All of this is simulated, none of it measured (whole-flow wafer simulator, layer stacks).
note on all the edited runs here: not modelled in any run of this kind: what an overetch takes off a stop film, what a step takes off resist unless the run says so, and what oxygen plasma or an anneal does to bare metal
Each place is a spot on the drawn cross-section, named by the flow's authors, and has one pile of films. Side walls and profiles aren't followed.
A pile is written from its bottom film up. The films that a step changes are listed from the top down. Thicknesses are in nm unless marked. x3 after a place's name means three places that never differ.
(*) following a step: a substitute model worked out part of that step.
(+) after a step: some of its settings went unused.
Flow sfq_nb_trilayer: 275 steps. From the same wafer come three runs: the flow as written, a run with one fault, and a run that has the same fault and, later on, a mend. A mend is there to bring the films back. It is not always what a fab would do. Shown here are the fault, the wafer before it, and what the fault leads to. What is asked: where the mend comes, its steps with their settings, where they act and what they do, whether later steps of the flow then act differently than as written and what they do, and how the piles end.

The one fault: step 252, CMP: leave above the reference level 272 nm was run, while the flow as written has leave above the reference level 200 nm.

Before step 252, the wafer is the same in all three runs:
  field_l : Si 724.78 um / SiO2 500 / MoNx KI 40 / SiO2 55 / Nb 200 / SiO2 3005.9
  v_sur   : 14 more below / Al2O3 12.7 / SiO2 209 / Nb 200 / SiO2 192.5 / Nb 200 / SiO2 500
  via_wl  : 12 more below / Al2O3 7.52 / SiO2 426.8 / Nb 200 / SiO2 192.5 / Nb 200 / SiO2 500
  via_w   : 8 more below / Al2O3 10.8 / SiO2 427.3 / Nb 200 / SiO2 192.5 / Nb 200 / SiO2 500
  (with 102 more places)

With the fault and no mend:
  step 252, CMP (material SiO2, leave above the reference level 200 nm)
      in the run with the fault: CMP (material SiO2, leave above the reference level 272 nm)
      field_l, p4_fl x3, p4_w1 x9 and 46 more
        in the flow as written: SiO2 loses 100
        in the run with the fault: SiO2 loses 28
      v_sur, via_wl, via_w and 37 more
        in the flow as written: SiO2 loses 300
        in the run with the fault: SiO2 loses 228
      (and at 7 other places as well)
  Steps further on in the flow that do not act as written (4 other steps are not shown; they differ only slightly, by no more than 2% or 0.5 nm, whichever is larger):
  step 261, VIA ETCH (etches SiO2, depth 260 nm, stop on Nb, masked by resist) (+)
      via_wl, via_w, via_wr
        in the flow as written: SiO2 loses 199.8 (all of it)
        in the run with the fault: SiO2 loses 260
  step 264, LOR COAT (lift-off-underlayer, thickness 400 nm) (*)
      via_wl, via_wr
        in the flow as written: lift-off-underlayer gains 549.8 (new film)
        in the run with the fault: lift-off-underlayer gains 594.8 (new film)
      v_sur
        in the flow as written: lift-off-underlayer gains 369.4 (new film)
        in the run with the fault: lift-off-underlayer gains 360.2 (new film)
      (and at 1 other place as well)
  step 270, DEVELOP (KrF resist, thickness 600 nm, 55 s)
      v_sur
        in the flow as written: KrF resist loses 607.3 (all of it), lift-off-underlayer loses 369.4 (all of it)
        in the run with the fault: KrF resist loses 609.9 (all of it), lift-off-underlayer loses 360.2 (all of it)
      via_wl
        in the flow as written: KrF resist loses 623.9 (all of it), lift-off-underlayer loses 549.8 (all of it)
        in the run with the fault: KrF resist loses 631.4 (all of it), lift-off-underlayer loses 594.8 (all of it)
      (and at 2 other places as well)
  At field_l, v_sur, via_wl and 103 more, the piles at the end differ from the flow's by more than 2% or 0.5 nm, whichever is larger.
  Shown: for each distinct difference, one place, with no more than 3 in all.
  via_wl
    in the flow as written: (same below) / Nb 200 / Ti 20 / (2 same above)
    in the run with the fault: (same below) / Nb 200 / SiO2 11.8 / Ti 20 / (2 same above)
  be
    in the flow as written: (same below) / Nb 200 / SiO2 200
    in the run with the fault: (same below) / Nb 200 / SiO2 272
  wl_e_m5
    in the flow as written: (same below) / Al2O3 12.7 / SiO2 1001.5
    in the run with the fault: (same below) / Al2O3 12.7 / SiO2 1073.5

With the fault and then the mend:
  The mend follows step 253.
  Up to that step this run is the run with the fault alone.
  step 253a, CMP (material SiO2, leave above the reference level 200 nm) (the flow's step 252 again)
      field_l, v_sur, via_wl and 103 more
        SiO2 loses 72
  Later steps of the flow that are run all act as written at every place that is followed.
  By the end, the piles equal the flow's at every place that both follow.
